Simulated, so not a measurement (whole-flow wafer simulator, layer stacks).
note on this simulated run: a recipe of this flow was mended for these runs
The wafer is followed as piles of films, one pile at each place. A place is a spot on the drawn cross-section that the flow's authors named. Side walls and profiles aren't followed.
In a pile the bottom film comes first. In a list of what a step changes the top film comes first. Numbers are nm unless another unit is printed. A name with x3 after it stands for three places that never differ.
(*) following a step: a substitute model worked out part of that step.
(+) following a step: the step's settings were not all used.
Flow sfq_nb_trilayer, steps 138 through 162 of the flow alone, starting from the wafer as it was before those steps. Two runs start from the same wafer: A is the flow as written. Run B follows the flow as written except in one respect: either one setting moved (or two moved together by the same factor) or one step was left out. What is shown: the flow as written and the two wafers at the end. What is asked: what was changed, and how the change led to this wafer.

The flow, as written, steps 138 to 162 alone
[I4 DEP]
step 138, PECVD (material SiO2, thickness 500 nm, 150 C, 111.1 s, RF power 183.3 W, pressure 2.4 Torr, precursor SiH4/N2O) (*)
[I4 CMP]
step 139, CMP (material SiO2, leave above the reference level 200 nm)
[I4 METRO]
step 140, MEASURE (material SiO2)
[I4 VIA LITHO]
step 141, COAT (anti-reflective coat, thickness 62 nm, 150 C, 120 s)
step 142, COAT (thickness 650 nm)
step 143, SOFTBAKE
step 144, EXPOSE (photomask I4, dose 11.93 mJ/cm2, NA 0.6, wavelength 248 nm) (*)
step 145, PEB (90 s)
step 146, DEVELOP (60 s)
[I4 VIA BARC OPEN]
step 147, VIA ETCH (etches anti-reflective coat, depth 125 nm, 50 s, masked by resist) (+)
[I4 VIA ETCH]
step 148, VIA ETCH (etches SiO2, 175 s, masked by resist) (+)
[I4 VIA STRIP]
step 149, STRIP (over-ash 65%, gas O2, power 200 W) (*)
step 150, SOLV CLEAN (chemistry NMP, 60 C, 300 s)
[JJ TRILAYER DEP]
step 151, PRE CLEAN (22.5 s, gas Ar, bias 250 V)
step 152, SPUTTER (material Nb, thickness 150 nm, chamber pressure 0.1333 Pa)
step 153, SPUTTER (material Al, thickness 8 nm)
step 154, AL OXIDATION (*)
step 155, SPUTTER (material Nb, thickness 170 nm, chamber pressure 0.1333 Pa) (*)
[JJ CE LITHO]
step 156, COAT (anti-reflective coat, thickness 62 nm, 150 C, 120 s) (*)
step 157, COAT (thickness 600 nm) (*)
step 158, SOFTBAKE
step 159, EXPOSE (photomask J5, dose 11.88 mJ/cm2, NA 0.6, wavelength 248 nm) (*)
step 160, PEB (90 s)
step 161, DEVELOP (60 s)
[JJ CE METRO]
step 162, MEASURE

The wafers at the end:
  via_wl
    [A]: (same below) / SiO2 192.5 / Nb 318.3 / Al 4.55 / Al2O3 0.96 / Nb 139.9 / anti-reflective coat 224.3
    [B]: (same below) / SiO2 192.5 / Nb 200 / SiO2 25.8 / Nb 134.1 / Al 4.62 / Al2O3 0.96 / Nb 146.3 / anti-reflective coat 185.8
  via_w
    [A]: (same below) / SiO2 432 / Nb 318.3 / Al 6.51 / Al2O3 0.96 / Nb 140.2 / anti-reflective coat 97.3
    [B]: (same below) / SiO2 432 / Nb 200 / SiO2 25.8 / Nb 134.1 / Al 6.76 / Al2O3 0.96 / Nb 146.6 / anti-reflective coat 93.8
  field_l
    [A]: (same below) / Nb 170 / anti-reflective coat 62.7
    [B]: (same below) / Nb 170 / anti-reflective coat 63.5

Cause: step 148, VIA ETCH: 112 s was run, though the flow has 175 s.

How this came from the change, step by step:
  step 148, VIA ETCH (etches SiO2, 175 s, masked by resist) (+)
      via_wl, via_w, via_wr: A SiO2 loses 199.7 (all of it), Nb loses 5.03 | B SiO2 loses 166.4
      field_l, v_sur, via_sp and 100 more: A KrF-resist-other-grade loses 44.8 | B KrF-resist-other-grade loses 28.7
  step 149, STRIP (over-ash 65%, gas O2, power 200 W) (*)
      field_l, v_sur, via_sp and 100 more: A KrF-resist-other-grade loses 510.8 (all of it), anti-reflective coat loses 62 (all of it) | B KrF-resist-other-grade loses 527 (all of it), anti-reflective coat loses 62 (all of it)
  step 151, PRE CLEAN (22.5 s, gas Ar, bias 250 V)
      via_wl, via_w, via_wr: A Nb loses 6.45 | B SiO2 loses 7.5
  step 152, SPUTTER (material Nb, thickness 150 nm, chamber pressure 0.1333 Pa)
      via_wl, via_w, via_wr: A Nb gains 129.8 | B Nb gains 134.1 (new film)
  step 155, SPUTTER (material Nb, thickness 170 nm, chamber pressure 0.1333 Pa) (*)
      via_wl, via_wr: A Nb gains 139.9 (new film) | B Nb gains 146.3 (new film)
      via_w: A Nb gains 140.2 (new film) | B Nb gains 146.6 (new film)
  step 156, COAT (anti-reflective coat, thickness 62 nm, 150 C, 120 s) (*)
      via_wl, via_wr: A anti-reflective coat gains 224.3 (new film) | B anti-reflective coat gains 185.8 (new film)
      via_w: A anti-reflective coat gains 97.3 (new film) | B anti-reflective coat gains 93.8 (new film)
  step 157, COAT (thickness 600 nm) (*)
      via_w: A KrF-resist-other-grade gains 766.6 (new film) | B KrF-resist-other-grade gains 730.8 (new film)
  step 161, DEVELOP (60 s)
      via_w: A KrF-resist-other-grade loses 764.9 (all of it) | B KrF-resist-other-grade loses 729.2 (all of it)
With metal films that touch counted as one body, via_wl has 7 bodies (between them, from the top down: Al2O3 0.96; SiO2 25.8; SiO2 192.5; SiO2 192.5; SiO2 192.5; SiO2 192.5); the flow as written gives 6 bodies (between them, from the top down: Al2O3 0.96; SiO2 192.5; SiO2 192.5; SiO2 192.5; SiO2 192.5).
With metal films that touch counted as one body, via_w has 5 bodies (between them, from the top down: Al2O3 0.96; SiO2 25.8; SiO2 432; SiO2 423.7); the flow as written gives 4 bodies (between them, from the top down: Al2O3 0.96; SiO2 432; SiO2 423.7).
